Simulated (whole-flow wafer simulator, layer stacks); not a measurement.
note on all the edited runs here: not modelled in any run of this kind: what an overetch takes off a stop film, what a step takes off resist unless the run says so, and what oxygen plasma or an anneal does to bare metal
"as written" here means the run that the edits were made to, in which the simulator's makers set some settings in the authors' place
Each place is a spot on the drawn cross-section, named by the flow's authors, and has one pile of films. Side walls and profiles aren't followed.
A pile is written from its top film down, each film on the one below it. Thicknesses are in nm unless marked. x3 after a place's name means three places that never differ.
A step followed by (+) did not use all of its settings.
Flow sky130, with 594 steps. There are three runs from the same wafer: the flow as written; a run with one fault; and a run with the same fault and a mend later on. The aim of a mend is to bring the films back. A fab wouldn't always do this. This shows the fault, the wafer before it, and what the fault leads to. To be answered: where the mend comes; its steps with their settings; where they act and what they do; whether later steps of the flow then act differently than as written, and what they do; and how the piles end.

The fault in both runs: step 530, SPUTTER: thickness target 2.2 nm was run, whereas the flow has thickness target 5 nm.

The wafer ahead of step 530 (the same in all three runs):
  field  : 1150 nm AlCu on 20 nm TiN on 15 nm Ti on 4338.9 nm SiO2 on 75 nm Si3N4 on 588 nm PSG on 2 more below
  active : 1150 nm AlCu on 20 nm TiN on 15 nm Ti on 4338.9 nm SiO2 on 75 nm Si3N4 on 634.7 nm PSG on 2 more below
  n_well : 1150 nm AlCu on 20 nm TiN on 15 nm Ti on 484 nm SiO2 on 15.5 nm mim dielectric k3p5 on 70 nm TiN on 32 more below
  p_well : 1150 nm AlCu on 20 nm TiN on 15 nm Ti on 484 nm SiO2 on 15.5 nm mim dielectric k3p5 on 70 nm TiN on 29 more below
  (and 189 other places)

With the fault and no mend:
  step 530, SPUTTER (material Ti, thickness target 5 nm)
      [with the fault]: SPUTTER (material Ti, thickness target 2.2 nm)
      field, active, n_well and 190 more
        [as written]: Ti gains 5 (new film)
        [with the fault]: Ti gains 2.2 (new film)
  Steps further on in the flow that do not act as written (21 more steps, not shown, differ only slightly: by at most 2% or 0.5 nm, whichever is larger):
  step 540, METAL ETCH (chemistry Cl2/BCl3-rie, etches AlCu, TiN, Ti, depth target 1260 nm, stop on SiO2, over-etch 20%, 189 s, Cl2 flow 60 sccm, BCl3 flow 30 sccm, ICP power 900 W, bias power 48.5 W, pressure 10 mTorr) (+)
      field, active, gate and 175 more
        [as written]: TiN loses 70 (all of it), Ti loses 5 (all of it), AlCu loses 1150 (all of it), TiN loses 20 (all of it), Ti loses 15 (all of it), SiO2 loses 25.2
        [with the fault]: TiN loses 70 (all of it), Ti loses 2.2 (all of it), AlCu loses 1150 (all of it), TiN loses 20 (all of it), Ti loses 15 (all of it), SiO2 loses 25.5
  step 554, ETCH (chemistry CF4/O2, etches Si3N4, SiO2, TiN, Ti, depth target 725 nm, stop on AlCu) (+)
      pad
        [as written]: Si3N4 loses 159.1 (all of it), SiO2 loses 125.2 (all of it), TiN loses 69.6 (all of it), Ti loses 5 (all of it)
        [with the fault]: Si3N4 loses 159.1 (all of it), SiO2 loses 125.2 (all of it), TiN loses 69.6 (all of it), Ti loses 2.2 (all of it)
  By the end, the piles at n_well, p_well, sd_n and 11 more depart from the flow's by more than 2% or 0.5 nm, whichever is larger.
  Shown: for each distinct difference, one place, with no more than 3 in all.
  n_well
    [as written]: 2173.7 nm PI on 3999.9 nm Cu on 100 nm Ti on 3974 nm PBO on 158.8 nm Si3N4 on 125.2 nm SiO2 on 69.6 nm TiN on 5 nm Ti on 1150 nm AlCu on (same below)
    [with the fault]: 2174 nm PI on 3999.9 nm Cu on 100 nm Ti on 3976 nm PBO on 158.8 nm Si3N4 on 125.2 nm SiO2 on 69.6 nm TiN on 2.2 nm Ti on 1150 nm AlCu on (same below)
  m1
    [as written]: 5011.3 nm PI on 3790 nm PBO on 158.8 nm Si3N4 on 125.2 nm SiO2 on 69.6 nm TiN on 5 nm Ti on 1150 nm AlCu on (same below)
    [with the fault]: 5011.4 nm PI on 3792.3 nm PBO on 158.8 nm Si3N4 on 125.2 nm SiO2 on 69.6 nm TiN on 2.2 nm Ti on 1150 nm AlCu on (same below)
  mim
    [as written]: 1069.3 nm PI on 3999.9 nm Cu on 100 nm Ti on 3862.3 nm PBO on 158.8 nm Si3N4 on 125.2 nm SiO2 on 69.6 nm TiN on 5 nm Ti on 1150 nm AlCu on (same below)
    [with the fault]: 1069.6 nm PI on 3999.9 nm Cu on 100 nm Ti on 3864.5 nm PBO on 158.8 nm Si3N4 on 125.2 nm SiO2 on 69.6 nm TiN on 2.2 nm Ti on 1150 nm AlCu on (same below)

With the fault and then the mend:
  The mend stands after step 530.
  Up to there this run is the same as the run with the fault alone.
  step 530a, SPUTTER (material Ti, thickness target 2.8 nm) (the flow's step 530, run once more with other settings)
      field, active, n_well and 190 more
        Ti gains 2.8
  Later steps of the flow that are run all act as written at every place that is followed.
  The piles end the same as the flow's at every place that both follow.
